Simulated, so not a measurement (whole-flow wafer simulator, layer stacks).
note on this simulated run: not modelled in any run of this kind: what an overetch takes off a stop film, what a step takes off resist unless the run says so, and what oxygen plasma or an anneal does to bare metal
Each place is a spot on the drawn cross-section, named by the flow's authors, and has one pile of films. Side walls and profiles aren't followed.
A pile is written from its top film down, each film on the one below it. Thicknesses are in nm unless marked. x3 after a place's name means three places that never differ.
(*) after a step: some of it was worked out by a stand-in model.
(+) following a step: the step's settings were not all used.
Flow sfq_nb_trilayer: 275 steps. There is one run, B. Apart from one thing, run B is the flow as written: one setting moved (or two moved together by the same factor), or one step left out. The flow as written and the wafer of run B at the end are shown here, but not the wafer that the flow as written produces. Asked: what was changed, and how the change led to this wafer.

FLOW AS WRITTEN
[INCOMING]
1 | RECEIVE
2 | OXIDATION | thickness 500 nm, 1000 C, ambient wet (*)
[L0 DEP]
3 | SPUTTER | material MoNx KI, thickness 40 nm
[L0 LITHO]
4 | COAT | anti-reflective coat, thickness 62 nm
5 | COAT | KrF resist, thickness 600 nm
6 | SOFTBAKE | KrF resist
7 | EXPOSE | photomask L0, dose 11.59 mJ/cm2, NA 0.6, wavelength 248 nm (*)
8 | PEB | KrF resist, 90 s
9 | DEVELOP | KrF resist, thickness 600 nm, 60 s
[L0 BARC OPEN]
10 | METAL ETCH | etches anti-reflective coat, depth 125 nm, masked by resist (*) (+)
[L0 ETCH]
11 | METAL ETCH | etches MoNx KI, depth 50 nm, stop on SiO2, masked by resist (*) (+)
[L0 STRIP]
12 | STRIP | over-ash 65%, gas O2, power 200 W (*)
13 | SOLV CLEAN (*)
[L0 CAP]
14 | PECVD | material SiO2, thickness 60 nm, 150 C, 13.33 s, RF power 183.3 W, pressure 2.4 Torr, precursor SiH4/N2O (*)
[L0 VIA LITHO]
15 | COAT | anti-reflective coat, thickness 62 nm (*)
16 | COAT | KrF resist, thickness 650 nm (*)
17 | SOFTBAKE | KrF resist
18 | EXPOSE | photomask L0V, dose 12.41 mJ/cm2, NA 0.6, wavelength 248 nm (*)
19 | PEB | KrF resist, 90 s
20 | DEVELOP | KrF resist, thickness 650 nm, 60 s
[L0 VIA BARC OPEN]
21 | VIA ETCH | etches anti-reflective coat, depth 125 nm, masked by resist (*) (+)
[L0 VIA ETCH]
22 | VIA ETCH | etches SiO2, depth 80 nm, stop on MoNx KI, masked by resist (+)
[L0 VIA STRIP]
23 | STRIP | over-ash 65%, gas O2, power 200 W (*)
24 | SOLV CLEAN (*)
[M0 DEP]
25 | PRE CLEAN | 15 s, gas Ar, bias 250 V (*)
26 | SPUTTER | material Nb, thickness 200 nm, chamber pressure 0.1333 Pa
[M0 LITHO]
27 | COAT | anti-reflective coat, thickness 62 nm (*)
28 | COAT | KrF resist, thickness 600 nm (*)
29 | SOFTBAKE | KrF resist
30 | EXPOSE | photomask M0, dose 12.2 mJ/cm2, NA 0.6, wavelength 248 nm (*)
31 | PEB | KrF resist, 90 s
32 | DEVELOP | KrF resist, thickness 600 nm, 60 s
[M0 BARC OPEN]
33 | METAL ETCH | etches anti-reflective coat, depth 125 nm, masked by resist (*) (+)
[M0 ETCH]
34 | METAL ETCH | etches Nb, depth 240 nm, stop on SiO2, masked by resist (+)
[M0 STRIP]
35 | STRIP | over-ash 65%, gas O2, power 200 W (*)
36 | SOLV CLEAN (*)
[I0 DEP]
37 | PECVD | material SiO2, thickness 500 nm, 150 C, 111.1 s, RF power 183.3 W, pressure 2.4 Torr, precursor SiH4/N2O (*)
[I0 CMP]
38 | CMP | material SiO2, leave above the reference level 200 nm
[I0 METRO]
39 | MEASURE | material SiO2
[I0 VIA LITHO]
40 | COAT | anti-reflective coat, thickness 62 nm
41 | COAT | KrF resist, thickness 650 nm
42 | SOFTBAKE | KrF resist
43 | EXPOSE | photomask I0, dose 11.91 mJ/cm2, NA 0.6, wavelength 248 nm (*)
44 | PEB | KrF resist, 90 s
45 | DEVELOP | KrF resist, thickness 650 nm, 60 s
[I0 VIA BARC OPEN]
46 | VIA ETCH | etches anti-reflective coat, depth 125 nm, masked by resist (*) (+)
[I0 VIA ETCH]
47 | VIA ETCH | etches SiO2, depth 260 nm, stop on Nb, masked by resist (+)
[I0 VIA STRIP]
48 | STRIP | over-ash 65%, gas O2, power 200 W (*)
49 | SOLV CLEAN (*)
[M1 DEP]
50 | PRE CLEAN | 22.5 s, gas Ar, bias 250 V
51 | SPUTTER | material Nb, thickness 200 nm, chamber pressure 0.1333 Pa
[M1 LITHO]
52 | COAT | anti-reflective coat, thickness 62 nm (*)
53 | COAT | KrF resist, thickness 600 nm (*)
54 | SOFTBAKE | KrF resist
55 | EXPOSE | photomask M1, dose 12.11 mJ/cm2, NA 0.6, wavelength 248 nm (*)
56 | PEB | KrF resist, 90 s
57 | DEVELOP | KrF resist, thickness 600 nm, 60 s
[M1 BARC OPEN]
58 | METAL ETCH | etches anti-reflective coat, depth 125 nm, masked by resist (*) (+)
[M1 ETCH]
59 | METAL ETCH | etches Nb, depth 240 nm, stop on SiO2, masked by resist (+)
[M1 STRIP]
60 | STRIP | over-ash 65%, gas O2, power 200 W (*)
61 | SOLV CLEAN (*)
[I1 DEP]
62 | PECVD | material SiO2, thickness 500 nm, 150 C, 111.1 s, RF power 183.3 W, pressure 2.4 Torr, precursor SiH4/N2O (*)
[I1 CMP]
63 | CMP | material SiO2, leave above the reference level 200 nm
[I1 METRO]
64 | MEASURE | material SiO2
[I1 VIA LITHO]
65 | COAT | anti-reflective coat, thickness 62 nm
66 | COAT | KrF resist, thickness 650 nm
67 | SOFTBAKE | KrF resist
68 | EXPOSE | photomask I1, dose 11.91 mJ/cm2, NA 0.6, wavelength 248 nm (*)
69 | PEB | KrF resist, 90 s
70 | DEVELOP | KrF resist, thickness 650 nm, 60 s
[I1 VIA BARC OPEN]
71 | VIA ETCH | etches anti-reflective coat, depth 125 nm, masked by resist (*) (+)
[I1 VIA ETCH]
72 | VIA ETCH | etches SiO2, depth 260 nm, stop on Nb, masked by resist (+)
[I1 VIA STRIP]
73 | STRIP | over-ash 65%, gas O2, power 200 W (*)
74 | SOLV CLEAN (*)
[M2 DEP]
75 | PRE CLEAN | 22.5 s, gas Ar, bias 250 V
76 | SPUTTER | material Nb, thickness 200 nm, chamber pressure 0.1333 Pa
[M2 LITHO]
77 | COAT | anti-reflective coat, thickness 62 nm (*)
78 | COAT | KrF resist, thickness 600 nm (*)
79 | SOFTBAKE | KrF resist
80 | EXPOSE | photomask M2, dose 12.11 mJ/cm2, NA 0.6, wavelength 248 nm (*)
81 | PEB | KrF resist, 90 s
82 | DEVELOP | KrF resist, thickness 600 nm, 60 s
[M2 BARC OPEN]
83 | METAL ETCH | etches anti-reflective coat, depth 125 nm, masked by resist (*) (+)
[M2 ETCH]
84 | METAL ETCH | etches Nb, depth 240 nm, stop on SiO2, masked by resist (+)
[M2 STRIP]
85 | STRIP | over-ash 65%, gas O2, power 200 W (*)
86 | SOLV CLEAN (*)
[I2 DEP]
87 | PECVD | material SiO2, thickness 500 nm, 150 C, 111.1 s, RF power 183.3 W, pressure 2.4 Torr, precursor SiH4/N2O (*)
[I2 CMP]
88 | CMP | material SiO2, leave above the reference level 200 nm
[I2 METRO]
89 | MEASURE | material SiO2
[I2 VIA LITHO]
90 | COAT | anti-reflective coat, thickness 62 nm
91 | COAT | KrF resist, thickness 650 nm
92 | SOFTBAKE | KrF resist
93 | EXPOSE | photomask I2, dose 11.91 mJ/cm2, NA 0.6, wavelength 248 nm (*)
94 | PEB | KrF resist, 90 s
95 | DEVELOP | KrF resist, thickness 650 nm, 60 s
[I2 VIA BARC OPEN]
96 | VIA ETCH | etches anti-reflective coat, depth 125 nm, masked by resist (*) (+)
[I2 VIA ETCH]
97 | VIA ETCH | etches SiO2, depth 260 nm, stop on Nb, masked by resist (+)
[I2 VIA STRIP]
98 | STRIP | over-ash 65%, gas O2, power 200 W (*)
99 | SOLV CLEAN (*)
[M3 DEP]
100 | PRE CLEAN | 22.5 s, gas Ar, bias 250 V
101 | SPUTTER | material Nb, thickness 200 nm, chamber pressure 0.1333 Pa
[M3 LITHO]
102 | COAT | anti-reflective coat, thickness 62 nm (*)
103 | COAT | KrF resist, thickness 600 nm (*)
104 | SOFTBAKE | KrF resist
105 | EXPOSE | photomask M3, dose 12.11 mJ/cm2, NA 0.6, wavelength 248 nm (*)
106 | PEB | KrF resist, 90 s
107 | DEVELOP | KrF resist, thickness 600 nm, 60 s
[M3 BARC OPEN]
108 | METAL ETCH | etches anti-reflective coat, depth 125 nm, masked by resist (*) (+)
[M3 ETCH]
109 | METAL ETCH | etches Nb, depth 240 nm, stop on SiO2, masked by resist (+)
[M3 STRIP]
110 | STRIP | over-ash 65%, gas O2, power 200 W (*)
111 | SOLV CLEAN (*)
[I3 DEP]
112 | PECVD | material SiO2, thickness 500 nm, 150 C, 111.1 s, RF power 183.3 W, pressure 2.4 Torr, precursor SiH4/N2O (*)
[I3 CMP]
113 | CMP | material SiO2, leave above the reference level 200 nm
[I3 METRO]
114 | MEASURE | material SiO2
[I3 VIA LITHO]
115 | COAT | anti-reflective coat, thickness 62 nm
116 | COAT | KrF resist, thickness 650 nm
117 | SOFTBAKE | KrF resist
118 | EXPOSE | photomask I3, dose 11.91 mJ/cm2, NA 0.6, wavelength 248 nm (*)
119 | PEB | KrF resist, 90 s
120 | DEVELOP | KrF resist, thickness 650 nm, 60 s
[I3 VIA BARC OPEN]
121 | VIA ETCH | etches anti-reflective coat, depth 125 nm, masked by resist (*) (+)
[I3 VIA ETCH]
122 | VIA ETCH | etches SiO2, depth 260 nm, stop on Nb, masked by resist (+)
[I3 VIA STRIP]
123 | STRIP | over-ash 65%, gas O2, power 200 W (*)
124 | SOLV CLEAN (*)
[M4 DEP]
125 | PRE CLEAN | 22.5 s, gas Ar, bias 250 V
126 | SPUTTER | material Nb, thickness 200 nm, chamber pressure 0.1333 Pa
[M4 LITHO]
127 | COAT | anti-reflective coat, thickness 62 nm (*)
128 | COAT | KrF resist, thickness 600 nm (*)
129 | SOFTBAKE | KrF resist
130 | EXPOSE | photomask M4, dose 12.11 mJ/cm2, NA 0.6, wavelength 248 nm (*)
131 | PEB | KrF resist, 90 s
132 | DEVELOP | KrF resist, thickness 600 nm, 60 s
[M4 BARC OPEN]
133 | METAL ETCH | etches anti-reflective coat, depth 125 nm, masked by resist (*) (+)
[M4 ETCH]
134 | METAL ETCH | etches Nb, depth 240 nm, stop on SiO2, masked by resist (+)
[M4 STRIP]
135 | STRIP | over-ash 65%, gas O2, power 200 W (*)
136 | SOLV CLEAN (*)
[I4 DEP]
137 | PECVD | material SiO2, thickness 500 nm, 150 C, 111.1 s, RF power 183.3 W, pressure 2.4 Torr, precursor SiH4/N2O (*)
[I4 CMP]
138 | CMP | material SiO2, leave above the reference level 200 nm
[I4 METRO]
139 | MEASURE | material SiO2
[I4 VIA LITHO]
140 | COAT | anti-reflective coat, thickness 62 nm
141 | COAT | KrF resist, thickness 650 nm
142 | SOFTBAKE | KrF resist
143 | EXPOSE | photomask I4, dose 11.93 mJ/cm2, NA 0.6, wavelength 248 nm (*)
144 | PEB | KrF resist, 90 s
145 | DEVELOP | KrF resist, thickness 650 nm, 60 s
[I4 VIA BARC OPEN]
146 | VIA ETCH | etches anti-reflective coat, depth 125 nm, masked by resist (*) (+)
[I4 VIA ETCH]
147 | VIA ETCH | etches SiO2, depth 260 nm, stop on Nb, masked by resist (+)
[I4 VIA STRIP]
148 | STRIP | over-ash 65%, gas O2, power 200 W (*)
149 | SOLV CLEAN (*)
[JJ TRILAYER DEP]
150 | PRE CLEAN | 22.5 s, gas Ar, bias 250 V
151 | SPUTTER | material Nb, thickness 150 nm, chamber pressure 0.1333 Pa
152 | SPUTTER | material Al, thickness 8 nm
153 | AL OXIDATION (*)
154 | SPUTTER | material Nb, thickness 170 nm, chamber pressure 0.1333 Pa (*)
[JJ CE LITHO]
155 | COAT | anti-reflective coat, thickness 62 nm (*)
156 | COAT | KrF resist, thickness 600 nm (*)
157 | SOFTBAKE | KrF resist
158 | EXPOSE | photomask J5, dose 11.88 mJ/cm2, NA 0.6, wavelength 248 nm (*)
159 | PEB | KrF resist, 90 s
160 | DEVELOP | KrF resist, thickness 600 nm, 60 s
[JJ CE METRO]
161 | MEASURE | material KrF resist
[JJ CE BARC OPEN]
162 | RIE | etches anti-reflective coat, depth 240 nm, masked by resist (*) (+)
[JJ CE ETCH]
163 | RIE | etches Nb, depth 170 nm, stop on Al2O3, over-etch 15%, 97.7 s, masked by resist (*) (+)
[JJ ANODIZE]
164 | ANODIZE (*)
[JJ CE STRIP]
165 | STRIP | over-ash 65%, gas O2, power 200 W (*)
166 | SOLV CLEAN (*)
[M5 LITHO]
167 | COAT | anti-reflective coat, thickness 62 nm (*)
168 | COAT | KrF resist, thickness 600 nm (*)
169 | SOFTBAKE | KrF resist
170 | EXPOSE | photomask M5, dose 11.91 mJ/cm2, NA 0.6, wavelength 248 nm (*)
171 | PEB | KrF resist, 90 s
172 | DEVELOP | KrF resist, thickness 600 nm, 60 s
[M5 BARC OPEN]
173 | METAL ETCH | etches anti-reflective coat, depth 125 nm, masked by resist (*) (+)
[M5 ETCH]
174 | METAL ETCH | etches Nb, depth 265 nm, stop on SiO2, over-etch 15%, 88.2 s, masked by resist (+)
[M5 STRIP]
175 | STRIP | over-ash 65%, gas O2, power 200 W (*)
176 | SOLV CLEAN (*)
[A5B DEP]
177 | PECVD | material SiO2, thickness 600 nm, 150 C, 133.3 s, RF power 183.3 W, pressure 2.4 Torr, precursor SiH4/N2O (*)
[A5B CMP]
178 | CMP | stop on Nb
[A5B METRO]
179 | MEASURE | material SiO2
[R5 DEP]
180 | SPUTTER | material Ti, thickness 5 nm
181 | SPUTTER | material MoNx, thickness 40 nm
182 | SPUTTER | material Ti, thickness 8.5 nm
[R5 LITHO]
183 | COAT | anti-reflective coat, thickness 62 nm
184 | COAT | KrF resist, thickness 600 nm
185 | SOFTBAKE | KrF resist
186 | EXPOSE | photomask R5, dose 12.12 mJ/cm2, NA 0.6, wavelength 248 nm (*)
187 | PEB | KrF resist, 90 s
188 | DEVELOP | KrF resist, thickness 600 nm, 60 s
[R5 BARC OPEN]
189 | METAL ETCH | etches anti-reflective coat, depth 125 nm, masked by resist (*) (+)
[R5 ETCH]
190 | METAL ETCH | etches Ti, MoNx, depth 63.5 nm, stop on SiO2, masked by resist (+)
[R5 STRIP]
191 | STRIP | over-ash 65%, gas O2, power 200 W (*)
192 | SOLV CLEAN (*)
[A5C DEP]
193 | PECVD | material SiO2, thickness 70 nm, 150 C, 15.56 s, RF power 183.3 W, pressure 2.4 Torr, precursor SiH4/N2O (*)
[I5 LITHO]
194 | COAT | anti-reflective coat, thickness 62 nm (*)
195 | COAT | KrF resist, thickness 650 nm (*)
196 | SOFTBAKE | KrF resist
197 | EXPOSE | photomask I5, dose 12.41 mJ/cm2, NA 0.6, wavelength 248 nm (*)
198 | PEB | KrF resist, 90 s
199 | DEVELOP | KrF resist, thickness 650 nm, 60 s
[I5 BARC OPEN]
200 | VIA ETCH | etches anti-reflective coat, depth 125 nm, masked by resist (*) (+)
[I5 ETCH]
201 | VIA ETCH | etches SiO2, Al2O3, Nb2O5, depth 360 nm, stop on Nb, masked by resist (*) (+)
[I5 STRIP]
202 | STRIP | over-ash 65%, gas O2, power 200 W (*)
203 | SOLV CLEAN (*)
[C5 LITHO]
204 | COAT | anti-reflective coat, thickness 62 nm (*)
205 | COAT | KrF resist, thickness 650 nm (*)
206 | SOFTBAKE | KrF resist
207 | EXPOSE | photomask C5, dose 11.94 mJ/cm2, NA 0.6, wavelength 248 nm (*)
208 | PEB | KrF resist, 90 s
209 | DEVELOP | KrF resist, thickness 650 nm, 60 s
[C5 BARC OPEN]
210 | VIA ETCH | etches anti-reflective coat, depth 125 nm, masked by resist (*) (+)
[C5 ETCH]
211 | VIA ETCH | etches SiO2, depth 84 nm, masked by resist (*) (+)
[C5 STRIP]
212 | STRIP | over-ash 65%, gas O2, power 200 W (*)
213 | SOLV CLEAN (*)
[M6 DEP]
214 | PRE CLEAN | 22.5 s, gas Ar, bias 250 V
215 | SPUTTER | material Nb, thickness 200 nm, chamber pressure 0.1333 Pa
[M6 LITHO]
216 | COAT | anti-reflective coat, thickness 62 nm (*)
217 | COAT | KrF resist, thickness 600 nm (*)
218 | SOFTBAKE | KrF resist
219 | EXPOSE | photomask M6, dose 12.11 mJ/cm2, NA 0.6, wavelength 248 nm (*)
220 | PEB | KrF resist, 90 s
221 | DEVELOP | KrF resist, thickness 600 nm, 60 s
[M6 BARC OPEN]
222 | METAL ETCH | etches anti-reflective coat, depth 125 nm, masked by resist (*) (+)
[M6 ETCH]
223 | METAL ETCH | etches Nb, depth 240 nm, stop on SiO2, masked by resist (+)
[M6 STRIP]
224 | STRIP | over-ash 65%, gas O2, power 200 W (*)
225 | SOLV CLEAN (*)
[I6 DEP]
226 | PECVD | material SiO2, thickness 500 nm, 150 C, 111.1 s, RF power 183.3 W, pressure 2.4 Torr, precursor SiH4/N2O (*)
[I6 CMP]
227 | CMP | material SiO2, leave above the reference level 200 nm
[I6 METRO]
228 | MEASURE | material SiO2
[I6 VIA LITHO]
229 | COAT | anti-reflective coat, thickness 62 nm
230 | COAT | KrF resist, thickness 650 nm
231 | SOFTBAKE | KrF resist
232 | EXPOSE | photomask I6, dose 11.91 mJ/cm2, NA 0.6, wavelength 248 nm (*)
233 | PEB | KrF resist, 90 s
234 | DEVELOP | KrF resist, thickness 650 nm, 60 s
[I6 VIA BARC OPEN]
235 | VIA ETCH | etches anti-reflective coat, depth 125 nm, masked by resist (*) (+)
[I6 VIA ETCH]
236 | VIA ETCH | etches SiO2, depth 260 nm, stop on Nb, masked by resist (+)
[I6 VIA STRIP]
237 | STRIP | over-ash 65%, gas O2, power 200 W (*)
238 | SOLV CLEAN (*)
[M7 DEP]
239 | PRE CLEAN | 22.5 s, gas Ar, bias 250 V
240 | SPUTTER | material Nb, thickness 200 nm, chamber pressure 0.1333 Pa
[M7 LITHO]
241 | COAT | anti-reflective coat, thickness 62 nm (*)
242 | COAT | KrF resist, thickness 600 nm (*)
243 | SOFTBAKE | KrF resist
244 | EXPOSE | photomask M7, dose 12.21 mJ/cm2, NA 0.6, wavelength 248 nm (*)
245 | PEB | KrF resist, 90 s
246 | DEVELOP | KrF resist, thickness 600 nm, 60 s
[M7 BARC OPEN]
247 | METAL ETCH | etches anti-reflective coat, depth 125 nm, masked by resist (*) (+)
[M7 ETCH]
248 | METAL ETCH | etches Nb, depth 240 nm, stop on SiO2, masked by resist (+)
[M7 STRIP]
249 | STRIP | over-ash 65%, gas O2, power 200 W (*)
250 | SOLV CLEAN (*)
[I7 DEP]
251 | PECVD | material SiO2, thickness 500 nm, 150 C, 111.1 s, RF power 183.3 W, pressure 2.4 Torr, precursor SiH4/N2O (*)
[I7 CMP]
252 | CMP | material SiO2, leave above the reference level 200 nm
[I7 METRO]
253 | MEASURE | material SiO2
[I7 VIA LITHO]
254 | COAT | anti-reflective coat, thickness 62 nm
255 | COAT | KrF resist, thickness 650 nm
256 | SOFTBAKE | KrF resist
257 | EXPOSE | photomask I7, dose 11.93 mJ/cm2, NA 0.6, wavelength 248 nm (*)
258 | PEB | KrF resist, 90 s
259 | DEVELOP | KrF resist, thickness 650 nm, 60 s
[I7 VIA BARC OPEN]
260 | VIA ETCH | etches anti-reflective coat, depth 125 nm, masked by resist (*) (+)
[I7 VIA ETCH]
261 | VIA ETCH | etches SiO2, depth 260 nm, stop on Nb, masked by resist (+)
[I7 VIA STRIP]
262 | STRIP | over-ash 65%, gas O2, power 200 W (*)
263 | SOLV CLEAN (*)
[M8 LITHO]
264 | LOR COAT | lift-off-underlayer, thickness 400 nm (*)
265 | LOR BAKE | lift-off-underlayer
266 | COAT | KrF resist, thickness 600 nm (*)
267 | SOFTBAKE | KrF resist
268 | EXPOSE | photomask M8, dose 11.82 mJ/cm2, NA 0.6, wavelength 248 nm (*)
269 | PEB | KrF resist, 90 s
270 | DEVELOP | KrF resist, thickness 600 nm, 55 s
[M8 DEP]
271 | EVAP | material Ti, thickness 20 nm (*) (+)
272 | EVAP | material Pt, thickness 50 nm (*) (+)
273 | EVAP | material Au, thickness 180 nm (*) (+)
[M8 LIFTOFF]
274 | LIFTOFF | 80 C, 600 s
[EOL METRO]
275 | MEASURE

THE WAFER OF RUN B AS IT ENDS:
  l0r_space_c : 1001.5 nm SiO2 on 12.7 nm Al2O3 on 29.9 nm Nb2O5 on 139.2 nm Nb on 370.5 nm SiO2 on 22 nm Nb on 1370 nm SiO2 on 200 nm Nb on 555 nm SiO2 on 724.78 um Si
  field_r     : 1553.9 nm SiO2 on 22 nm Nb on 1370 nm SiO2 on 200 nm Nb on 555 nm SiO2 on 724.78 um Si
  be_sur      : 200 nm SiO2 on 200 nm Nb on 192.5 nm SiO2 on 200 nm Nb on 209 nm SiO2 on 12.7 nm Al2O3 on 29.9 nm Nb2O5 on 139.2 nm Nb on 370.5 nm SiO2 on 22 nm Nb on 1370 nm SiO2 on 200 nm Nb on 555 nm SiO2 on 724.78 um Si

What caused this: step 134, METAL ETCH: depth 178 nm was run, whereas the flow has depth 240 nm.

The path from the change to this, step by step:
  134 | METAL ETCH | etches Nb, depth 240 nm, stop on SiO2, masked by resist (+)
      field_l, be, be_sur and 64 more: -178 Nb (as written it would have been: -200 Nb (all of it))
      v_sur, via_wl, via_w and 36 more: -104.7 KrF resist (as written it would have been: -141.2 KrF resist)
  135 | STRIP | over-ash 65%, gas O2, power 200 W (*)
      p4_fl, p4_fm, p4_w1 and 26 more: -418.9 KrF resist (all of it), -62 anti-reflective coat (all of it) (as written it would have been: -382.4 KrF resist (all of it), -62 anti-reflective coat (all of it))
      ln_m5, lsp_m, ln_m6: -418.4 KrF resist (all of it), -61.8 anti-reflective coat (all of it) (as written it would have been: -381.9 KrF resist (all of it), -61.8 anti-reflective coat (all of it))
      (and at 7 other places as well)
  137 | PECVD | material SiO2, thickness 500 nm, 150 C, 111.1 s, RF power 183.3 W, pressure 2.4 Torr, precursor SiH4/N2O (*)
      field_l, be, be_sur and 55 more: +500 SiO2 (new film) (as written it would have been: +500 SiO2)
      p3_s0, p3_s1, p3_s2, p3_s3, p3_s4, p3_s5: +535.1 SiO2 (new film) (as written it would have been: +557.1 SiO2)
      (and at 3 other places as well)
  138 | CMP | material SiO2, leave above the reference level 200 nm
      field_l, be, be_sur and 55 more: -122 SiO2 (as written it would have been: -100 SiO2)
      lsp_r, l0_sur, l0v: -114.8 SiO2 (as written it would have been: -91.9 SiO2)
Taking metal films that touch as one body, l0r_space_c has 3 bodies (between them, from the top down: SiO2 370.5; SiO2 1370); the flow as written gives 2 bodies (between them, from the top down: SiO2 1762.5).
Taking metal films that touch as one body, field_r has 2 bodies (between them, from the top down: SiO2 1370); the flow as written gives 1 body.
Taking metal films that touch as one body, be_sur has 5 bodies (between them, from the top down: SiO2 192.5; SiO2 209 / Al2O3 12.7 / Nb2O5 29.9; SiO2 370.5; SiO2 1370); the flow as written gives 4 bodies (between them, from the top down: SiO2 192.5; SiO2 209 / Al2O3 12.7 / Nb2O5 29.9; SiO2 1762.5).
